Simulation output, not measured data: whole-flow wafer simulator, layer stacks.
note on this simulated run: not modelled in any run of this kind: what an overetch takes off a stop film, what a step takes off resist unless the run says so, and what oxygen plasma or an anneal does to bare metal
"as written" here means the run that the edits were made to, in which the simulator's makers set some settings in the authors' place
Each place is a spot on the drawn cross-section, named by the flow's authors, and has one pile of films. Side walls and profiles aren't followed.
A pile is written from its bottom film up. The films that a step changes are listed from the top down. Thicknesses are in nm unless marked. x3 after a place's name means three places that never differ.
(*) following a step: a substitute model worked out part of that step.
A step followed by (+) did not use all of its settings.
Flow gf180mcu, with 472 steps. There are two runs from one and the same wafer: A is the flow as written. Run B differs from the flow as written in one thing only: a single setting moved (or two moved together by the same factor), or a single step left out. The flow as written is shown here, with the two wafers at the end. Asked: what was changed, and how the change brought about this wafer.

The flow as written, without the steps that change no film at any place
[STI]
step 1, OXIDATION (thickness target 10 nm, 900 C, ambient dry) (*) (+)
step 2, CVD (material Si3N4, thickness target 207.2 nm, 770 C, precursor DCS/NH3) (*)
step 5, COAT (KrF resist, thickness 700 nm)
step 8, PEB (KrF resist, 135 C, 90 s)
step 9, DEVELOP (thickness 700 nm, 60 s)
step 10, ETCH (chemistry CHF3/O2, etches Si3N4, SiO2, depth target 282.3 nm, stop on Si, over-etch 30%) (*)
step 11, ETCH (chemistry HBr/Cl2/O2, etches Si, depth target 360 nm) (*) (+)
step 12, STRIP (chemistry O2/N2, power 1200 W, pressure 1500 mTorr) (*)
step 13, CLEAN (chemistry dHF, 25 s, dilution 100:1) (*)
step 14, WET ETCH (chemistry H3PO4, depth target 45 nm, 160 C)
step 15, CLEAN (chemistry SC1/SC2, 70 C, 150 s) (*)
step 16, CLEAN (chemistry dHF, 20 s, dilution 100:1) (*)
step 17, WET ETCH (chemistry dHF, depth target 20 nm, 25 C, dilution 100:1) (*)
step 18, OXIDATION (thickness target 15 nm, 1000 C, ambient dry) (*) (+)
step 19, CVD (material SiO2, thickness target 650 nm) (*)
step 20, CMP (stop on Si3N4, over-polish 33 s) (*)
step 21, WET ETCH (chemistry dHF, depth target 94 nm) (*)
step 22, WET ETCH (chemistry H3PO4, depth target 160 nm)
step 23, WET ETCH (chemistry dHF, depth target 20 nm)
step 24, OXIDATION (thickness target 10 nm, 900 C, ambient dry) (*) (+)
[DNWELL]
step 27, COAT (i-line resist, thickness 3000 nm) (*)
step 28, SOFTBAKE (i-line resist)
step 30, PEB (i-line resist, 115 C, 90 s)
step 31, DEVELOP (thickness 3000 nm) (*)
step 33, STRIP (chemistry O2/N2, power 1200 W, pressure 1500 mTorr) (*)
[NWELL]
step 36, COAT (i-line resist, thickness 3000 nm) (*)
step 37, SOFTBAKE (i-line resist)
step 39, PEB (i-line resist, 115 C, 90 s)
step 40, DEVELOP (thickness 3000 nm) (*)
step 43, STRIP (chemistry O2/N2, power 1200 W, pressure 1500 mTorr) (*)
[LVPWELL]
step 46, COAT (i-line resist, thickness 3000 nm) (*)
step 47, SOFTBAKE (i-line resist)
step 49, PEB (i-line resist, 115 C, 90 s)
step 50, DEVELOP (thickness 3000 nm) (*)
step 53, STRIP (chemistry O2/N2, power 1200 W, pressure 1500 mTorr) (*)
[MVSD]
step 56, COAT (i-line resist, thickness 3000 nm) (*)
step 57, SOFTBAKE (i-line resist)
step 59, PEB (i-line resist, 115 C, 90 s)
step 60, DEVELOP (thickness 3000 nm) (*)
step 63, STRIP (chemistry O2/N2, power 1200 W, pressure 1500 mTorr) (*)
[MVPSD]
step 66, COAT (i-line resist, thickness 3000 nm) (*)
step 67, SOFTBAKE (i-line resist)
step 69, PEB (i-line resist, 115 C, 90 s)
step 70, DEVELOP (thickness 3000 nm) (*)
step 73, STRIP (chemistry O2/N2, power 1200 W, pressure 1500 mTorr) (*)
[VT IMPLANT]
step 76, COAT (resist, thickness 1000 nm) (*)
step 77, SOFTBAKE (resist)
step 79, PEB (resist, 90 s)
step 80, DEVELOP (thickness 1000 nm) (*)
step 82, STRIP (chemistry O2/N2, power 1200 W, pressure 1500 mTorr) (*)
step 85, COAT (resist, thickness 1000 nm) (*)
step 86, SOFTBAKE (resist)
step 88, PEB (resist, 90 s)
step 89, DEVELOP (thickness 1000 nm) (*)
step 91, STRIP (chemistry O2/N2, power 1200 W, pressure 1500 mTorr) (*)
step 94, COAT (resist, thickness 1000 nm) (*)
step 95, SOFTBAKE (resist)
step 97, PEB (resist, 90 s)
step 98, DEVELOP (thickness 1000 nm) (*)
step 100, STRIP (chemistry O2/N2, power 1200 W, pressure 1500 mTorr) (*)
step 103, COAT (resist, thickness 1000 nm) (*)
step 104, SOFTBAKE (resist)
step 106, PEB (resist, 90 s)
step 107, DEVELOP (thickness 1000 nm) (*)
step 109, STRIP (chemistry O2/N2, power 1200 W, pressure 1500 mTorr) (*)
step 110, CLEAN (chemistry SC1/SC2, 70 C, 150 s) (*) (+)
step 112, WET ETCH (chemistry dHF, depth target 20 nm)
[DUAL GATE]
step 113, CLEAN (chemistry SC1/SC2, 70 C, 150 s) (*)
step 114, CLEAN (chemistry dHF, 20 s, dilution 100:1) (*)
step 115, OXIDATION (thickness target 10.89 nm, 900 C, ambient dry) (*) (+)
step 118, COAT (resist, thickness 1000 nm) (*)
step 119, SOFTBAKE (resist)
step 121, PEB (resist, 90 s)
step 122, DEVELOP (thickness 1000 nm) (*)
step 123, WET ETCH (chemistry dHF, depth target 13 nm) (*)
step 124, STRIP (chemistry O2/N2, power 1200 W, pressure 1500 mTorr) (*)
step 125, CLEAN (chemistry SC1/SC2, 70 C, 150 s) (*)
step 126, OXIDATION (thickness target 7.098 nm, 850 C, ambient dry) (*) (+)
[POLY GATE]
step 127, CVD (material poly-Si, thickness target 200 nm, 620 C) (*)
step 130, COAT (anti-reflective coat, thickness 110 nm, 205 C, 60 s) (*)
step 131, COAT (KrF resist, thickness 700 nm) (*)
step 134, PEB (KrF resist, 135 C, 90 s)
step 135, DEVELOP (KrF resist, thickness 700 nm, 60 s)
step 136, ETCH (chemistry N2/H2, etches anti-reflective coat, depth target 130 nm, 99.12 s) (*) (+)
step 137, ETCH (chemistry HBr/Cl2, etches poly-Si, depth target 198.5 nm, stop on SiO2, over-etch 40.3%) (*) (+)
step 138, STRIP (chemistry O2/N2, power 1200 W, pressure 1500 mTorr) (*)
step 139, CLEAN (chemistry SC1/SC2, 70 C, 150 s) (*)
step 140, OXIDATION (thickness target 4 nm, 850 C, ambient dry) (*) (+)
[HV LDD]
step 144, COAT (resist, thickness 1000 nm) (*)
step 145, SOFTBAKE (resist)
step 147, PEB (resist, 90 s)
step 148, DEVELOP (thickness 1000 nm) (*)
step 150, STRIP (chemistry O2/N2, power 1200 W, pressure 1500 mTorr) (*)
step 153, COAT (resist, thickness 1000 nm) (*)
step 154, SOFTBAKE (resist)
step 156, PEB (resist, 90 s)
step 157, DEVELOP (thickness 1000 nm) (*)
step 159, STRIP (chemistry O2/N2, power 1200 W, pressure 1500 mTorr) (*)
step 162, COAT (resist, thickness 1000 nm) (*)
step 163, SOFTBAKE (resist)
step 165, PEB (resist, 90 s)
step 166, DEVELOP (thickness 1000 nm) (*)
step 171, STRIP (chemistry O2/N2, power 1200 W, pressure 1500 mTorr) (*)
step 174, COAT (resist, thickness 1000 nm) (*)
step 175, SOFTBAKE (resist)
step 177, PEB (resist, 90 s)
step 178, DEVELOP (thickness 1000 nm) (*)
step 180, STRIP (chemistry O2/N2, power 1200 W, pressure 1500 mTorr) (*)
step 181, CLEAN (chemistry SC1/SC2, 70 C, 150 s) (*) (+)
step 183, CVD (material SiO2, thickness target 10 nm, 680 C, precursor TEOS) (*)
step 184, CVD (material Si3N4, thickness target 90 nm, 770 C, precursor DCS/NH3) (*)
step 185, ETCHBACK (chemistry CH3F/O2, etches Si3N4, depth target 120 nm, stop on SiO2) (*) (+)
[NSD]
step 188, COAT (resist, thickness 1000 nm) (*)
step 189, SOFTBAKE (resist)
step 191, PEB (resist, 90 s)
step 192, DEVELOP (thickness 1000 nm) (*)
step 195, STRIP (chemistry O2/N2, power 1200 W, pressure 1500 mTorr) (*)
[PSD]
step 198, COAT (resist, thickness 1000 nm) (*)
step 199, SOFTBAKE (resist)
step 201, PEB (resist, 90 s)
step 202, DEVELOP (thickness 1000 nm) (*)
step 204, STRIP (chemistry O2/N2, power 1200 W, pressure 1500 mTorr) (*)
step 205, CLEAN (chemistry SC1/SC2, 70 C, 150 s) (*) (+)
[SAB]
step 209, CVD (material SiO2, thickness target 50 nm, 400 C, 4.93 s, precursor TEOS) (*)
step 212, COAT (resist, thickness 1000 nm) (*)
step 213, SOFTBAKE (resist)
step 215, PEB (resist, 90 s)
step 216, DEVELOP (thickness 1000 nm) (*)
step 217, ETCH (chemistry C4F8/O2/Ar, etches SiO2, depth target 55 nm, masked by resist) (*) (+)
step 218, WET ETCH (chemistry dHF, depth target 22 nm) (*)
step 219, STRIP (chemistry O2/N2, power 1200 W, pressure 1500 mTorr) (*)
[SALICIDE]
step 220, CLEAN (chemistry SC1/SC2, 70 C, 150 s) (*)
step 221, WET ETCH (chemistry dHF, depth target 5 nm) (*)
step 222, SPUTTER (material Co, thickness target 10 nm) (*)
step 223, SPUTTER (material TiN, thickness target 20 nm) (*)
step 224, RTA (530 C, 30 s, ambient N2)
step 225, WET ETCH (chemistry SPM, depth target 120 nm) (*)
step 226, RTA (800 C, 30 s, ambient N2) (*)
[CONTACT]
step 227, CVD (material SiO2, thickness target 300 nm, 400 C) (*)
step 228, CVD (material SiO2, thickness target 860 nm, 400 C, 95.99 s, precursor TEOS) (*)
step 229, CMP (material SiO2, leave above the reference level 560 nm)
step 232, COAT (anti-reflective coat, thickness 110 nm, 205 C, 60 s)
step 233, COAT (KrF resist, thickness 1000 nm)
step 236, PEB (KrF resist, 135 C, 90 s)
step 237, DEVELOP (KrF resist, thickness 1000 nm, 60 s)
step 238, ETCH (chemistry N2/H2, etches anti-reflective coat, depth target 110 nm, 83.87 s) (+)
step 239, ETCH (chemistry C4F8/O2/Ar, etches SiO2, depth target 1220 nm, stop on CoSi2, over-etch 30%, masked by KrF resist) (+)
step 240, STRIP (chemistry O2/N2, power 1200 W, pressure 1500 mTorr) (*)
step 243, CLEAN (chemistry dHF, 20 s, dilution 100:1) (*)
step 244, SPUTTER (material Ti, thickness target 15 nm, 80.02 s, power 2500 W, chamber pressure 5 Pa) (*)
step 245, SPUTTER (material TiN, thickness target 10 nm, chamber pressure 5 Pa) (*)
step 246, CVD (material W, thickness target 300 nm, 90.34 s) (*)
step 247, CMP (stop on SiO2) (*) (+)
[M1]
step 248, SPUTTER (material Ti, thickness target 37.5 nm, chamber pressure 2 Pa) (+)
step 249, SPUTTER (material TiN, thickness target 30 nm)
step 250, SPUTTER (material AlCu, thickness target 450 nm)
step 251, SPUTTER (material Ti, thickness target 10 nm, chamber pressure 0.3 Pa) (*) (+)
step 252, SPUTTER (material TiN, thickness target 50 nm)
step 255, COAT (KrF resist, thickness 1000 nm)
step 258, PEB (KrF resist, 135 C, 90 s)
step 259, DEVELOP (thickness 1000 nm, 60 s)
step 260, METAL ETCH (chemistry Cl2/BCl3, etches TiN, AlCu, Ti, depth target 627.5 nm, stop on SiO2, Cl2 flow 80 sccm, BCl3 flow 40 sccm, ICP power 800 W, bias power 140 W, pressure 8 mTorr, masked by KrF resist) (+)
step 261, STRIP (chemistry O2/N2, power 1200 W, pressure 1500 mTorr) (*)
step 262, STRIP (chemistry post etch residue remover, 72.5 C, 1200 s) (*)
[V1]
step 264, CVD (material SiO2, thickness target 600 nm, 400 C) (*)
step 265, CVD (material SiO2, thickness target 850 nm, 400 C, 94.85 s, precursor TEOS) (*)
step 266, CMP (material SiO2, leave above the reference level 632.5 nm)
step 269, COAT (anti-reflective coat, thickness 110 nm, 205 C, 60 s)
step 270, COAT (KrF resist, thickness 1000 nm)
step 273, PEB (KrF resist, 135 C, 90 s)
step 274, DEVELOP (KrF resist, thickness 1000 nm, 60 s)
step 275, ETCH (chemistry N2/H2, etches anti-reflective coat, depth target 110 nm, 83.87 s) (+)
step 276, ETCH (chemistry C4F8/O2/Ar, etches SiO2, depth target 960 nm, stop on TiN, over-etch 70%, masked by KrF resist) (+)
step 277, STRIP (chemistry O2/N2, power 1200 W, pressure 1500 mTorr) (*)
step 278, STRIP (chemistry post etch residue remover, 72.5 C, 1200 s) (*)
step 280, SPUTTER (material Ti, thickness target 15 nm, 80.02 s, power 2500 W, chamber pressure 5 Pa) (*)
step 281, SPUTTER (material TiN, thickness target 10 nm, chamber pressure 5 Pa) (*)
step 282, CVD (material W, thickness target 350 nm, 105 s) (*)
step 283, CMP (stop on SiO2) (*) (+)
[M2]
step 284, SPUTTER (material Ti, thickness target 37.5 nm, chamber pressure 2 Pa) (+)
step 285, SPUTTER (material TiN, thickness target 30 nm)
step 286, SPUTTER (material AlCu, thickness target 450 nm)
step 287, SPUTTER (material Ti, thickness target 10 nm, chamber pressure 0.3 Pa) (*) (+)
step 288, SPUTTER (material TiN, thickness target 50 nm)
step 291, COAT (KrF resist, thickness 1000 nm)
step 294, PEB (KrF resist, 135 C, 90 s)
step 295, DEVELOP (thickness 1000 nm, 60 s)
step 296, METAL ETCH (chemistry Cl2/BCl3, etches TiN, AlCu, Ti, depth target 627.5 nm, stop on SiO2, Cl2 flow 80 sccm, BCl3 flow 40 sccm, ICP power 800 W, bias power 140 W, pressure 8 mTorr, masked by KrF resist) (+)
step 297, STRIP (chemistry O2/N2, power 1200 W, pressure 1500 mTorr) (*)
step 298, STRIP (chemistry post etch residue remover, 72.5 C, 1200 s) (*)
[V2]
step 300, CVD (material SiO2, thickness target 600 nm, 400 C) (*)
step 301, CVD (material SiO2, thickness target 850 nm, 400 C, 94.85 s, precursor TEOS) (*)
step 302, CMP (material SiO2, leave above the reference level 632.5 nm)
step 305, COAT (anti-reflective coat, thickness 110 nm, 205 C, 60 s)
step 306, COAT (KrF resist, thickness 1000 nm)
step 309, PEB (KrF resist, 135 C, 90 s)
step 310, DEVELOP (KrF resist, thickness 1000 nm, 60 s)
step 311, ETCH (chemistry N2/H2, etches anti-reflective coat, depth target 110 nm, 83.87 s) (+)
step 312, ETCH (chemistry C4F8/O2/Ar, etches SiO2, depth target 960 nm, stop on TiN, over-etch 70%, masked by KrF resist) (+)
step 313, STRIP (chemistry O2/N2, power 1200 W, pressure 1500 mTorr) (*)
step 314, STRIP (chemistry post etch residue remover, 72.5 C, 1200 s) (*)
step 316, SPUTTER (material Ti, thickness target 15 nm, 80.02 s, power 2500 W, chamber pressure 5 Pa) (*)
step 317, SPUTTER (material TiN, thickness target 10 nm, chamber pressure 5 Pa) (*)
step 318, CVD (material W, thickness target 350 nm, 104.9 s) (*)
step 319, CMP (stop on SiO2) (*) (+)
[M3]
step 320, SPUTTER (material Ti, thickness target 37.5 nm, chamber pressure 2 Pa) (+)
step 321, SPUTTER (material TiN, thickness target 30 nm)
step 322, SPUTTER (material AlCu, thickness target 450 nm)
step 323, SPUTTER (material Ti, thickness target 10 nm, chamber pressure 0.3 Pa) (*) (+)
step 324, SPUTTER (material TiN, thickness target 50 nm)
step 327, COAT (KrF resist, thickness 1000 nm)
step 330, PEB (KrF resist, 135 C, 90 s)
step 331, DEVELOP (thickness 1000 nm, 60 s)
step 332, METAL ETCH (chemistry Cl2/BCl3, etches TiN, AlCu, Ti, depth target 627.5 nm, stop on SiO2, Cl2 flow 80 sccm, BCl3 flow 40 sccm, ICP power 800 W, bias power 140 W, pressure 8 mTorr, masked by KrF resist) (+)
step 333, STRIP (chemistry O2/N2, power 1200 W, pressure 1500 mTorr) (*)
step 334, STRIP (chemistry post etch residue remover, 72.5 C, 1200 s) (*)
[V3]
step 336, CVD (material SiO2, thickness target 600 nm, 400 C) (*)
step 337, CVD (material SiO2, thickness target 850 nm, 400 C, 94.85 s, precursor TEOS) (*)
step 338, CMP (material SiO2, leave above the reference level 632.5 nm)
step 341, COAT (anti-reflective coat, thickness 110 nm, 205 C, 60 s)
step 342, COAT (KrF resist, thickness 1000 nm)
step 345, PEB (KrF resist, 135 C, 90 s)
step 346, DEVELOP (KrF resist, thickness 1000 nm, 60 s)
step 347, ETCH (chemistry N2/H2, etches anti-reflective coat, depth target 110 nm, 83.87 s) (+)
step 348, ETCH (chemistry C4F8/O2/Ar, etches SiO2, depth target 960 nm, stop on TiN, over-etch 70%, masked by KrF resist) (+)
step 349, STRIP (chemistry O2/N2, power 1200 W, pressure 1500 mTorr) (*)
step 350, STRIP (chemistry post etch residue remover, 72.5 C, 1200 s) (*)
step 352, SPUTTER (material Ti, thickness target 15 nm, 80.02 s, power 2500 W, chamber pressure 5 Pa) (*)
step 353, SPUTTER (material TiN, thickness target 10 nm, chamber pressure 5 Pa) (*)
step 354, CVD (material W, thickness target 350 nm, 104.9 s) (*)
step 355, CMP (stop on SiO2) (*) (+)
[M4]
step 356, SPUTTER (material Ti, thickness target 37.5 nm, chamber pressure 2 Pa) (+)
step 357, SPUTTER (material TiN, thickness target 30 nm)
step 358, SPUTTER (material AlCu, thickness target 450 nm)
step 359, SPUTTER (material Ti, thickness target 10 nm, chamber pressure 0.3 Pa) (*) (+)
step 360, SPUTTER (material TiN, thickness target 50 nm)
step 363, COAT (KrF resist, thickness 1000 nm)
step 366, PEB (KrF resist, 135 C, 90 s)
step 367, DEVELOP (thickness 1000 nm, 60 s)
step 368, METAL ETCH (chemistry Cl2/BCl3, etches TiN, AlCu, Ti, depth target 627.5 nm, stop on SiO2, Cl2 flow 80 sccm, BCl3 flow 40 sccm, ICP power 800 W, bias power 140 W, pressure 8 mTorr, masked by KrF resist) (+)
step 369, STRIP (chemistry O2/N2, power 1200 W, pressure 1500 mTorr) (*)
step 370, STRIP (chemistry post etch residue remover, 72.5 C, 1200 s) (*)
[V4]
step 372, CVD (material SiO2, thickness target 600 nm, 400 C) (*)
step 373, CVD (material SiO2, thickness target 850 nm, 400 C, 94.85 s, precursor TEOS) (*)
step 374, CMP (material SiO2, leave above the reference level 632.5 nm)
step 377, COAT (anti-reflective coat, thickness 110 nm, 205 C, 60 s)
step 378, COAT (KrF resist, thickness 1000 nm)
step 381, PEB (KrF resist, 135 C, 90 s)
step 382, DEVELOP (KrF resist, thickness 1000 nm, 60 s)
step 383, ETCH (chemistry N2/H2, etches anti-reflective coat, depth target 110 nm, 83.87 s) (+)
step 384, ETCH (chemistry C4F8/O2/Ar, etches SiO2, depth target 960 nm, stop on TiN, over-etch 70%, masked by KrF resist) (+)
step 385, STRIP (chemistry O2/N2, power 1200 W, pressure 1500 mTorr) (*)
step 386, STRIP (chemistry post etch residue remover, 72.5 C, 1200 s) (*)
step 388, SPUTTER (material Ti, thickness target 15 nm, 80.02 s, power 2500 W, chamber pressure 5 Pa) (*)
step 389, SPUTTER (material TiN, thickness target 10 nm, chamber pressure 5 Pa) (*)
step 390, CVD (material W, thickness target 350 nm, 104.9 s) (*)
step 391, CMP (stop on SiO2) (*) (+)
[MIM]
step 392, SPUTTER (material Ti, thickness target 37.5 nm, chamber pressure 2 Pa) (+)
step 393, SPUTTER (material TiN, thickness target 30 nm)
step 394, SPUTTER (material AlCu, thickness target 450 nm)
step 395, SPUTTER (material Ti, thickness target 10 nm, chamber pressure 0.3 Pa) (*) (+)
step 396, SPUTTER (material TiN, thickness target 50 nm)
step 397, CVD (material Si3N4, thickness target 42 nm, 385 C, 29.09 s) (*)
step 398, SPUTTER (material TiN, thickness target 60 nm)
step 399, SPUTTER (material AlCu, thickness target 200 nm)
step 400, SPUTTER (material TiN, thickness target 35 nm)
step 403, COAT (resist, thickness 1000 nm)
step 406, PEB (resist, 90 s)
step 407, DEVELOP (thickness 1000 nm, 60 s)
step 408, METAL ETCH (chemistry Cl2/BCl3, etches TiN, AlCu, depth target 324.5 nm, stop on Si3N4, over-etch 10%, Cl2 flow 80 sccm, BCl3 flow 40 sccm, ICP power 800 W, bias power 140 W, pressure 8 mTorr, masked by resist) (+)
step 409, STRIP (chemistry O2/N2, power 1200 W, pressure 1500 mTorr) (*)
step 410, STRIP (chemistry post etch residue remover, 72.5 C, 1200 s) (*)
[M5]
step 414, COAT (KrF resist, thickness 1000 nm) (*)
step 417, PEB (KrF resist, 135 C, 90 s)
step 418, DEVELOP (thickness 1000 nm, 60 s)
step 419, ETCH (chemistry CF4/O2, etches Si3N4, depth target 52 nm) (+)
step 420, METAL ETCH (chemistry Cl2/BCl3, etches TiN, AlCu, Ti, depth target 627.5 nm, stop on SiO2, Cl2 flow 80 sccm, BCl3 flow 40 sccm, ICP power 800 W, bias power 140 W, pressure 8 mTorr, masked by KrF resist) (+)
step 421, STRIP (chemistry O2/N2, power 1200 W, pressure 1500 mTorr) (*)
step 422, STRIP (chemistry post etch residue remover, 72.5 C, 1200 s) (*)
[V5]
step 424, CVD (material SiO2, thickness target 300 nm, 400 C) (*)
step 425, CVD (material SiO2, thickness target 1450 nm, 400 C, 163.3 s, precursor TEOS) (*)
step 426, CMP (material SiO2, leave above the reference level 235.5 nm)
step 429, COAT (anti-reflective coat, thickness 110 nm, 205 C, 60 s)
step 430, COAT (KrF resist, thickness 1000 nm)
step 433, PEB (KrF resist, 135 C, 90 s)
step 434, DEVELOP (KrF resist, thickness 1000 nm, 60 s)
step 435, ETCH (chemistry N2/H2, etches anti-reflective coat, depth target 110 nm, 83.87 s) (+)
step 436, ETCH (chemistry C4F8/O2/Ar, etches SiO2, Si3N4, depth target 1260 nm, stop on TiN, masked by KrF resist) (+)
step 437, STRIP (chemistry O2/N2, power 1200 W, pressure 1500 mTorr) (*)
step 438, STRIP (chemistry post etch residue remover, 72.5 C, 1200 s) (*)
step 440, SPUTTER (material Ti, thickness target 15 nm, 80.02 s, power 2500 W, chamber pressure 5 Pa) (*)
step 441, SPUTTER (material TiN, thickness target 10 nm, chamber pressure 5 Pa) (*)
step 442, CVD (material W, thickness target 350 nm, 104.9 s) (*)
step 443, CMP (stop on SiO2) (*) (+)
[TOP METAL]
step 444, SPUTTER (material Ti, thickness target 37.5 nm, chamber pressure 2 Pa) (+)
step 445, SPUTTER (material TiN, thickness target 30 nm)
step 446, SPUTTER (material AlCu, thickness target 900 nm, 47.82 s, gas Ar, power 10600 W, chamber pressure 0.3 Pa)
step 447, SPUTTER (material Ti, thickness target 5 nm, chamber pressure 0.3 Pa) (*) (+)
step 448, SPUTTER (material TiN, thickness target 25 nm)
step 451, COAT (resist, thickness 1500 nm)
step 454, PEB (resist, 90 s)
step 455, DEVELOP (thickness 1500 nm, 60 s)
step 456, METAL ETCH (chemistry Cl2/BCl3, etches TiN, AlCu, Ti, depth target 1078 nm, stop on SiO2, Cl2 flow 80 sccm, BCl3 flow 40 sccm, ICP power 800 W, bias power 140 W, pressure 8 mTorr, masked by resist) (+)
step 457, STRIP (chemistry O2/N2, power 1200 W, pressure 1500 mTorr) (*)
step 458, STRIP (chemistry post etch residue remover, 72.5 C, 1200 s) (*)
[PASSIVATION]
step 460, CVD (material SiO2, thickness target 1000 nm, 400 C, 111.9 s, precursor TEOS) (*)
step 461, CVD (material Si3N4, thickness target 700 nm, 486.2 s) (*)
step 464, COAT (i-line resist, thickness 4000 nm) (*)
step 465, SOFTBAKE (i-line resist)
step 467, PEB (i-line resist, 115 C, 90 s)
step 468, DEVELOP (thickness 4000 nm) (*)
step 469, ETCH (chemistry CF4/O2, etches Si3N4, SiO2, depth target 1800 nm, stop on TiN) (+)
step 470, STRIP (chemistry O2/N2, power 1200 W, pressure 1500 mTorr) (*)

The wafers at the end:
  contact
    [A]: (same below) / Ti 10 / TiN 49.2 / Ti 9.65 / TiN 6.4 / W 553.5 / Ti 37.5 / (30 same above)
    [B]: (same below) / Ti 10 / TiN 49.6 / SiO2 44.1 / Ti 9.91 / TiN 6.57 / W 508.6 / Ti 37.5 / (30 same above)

Cause: step 312, ETCH: depth target 528 nm was run, whereas the flow has depth target 960 nm.

Step by step, how the change led to this:
  step 312, ETCH (chemistry C4F8/O2/Ar, etches SiO2, depth target 960 nm, stop on TiN, over-etch 70%, masked by KrF resist) (+)
      contact: A -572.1 SiO2 (all of it) | B -528 SiO2
      field, field__w1, field__w2 and 107 more: A -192 KrF resist | B -105.6 KrF resist
  step 313, STRIP (chemistry O2/N2, power 1200 W, pressure 1500 mTorr) (*)
      field, field__w1, field__w2 and 107 more: A -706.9 KrF resist (all of it), -110 anti-reflective coat (all of it) | B -793.3 KrF resist (all of it), -110 anti-reflective coat (all of it)
  step 318, CVD (material W, thickness target 350 nm, 104.9 s) (*)
      contact: A +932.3 W (new film) | B +887.4 W (new film)
Taking metal films that touch as one body, contact has 2 bodies (between them, from the top down: SiO2 44.1); the flow as written gives 1 body.
